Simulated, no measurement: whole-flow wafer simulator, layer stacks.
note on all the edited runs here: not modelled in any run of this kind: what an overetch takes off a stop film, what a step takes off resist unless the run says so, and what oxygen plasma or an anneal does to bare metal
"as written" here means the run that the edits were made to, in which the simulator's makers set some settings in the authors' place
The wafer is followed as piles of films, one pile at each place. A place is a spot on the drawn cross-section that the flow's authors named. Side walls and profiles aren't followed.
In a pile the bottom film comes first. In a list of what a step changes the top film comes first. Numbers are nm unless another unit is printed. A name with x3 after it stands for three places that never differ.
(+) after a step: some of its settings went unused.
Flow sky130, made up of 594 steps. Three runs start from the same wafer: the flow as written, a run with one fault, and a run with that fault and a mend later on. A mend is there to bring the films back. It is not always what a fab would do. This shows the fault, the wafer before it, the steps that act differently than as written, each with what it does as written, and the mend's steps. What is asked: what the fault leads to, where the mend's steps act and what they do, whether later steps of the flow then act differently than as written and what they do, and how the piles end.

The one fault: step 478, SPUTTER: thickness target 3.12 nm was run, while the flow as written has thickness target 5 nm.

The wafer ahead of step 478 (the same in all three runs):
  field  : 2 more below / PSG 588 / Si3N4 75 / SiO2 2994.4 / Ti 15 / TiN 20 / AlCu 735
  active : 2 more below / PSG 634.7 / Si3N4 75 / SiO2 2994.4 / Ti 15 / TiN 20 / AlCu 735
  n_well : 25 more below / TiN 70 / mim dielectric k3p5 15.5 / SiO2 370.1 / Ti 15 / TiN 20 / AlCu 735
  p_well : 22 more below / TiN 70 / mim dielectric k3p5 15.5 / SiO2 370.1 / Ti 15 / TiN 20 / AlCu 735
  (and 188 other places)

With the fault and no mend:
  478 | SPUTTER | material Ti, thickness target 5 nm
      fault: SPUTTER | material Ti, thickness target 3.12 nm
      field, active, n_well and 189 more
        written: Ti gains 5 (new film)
        fault: Ti gains 3.12 (new film)
  Later steps of the flow acting differently than as written (not shown: 8 more steps that differ only slightly, by at most 2% or 0.5 nm, whichever is larger):
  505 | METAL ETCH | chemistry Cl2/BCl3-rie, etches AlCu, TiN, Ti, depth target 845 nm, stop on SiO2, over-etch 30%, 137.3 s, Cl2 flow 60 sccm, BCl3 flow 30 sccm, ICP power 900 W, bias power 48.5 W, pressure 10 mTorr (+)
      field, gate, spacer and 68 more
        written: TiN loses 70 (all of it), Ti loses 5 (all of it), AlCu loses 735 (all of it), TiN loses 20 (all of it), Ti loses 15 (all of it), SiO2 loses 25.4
        fault: TiN loses 70 (all of it), Ti loses 3.12 (all of it), AlCu loses 735 (all of it), TiN loses 20 (all of it), Ti loses 15 (all of it), SiO2 loses 25.5
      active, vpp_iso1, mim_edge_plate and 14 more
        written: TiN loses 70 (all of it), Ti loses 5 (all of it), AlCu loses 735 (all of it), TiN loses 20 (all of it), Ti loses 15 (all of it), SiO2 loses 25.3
        fault: TiN loses 70 (all of it), Ti loses 3.12 (all of it), AlCu loses 735 (all of it), TiN loses 20 (all of it), Ti loses 15 (all of it), SiO2 loses 25.5
  By the end, the piles at n_well, p_well, gate_hv and 102 more depart from the flow's by more than 2% or 0.5 nm, whichever is larger.
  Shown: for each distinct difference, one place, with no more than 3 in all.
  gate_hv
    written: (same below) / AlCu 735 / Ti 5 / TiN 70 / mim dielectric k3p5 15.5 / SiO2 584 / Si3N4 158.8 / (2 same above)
    fault: (same below) / AlCu 735 / Ti 3.12 / TiN 70 / mim dielectric k3p5 15.5 / SiO2 585.9 / Si3N4 158.8 / (2 same above)
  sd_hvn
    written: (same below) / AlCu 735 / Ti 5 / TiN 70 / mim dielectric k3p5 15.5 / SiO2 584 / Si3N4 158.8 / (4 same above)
    fault: (same below) / AlCu 735 / Ti 3.12 / TiN 70 / mim dielectric k3p5 15.5 / SiO2 585.9 / Si3N4 158.8 / (4 same above)
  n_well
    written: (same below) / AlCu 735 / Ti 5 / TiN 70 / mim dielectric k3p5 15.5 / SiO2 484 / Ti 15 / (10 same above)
    fault: (same below) / AlCu 735 / Ti 3.12 / TiN 70 / mim dielectric k3p5 15.5 / SiO2 485.9 / Ti 15 / (10 same above)

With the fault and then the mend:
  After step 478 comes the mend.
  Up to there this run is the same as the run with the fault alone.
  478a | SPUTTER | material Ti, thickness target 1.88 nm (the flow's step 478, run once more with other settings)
      field, active, n_well and 189 more
        Ti gains 1.88
  Every later step of the flow that is run acts as written at every place that is followed.
  The piles end the same as the flow's at every place that both follow.
